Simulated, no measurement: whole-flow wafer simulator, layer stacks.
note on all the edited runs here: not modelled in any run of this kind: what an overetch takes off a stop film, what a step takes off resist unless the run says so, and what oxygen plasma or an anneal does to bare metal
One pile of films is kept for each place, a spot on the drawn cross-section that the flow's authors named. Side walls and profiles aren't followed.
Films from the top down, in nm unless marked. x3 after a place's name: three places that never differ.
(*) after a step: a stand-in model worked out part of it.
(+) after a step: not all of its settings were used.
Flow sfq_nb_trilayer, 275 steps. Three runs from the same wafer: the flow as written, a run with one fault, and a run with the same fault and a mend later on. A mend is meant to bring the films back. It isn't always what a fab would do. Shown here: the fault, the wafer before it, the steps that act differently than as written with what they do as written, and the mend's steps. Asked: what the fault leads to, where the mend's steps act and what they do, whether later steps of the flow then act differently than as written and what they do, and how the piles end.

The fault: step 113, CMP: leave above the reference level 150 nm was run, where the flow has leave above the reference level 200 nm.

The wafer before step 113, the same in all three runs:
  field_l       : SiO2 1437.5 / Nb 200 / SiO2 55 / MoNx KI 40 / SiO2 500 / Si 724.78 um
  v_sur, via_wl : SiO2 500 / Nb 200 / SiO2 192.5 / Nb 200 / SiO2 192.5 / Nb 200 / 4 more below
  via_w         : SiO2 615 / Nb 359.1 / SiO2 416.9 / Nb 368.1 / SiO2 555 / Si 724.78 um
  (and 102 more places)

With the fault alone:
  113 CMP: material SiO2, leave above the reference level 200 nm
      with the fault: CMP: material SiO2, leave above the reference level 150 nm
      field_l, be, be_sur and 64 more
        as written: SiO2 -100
        with the fault: SiO2 -150
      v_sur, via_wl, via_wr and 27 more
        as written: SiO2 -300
        with the fault: SiO2 -350
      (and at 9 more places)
  Later steps of the flow that act differently than as written (6 more steps differ only slightly, by at most 2% or 0.5 nm, whichever is larger, and aren't shown):
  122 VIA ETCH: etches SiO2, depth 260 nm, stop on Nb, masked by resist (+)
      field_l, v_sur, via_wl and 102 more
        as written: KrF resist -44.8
        with the fault: KrF resist -38.8
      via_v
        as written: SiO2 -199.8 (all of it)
        with the fault: SiO2 -149.8 (all of it)
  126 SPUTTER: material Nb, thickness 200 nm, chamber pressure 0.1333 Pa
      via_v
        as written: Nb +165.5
        with the fault: Nb +176.5
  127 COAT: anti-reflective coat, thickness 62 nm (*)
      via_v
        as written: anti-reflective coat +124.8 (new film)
        with the fault: anti-reflective coat +112.5 (new film)
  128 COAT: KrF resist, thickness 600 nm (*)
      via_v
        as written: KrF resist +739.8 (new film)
        with the fault: KrF resist +699 (new film)
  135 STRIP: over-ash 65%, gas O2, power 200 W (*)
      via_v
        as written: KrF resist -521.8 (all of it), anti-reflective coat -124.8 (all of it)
        with the fault: KrF resist -481.1 (all of it), anti-reflective coat -112.5 (all of it)
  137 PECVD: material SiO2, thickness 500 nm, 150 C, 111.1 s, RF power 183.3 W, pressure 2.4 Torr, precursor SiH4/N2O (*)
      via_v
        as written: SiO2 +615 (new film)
        with the fault: SiO2 +529.5 (new film)
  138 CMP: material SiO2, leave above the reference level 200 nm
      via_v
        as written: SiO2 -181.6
        with the fault: SiO2 -157.1
  At the end the piles differ from the flow's by more than 2% or 0.5 nm, whichever is larger, at v_sur, via_wl, via_w and 78 more.
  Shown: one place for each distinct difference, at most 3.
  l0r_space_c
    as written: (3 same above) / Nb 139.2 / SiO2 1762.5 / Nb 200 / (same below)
    with the fault: (3 same above) / Nb 139.2 / SiO2 1712.5 / Nb 200 / (same below)
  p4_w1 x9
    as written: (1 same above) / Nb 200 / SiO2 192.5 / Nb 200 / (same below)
    with the fault: (1 same above) / Nb 200 / SiO2 142.5 / Nb 200 / (same below)
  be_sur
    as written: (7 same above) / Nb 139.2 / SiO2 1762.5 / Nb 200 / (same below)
    with the fault: (7 same above) / Nb 139.2 / SiO2 1712.5 / Nb 200 / (same below)

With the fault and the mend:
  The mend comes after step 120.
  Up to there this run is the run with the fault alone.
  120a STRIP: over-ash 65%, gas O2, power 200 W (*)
      field_l, v_sur, via_wl and 102 more
        KrF resist -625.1 (all of it), anti-reflective coat -62 (all of it)
      via_v
        anti-reflective coat -62 (all of it)
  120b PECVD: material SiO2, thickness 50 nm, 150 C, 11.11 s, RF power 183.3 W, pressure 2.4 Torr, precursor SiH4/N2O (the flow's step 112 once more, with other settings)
      field_l, v_sur, via_wl and 103 more
        SiO2 +50
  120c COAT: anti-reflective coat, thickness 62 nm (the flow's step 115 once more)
      field_l, v_sur, via_wl and 103 more
        anti-reflective coat +62 (new film)
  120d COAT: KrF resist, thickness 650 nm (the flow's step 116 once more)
      field_l, v_sur, via_wl and 103 more
        KrF resist +650 (new film)
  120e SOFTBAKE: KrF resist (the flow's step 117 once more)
      changes no film at any place that is followed
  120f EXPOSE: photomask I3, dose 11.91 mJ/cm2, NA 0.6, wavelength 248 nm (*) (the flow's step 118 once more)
      changes no film at any place that is followed
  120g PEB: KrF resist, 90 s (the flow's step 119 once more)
      field_l, v_sur, via_wl and 103 more
        KrF resist -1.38
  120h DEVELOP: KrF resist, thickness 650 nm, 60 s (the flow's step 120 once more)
      field_l, v_sur, via_wl and 102 more
        KrF resist -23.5
      via_v
        KrF resist -648.6 (all of it)
  No later step of the flow acts differently than as written, at any place that is followed, by more than 2% or 0.5 nm, whichever is larger.
  At the end the piles are the same as the flow's at every place that both follow.
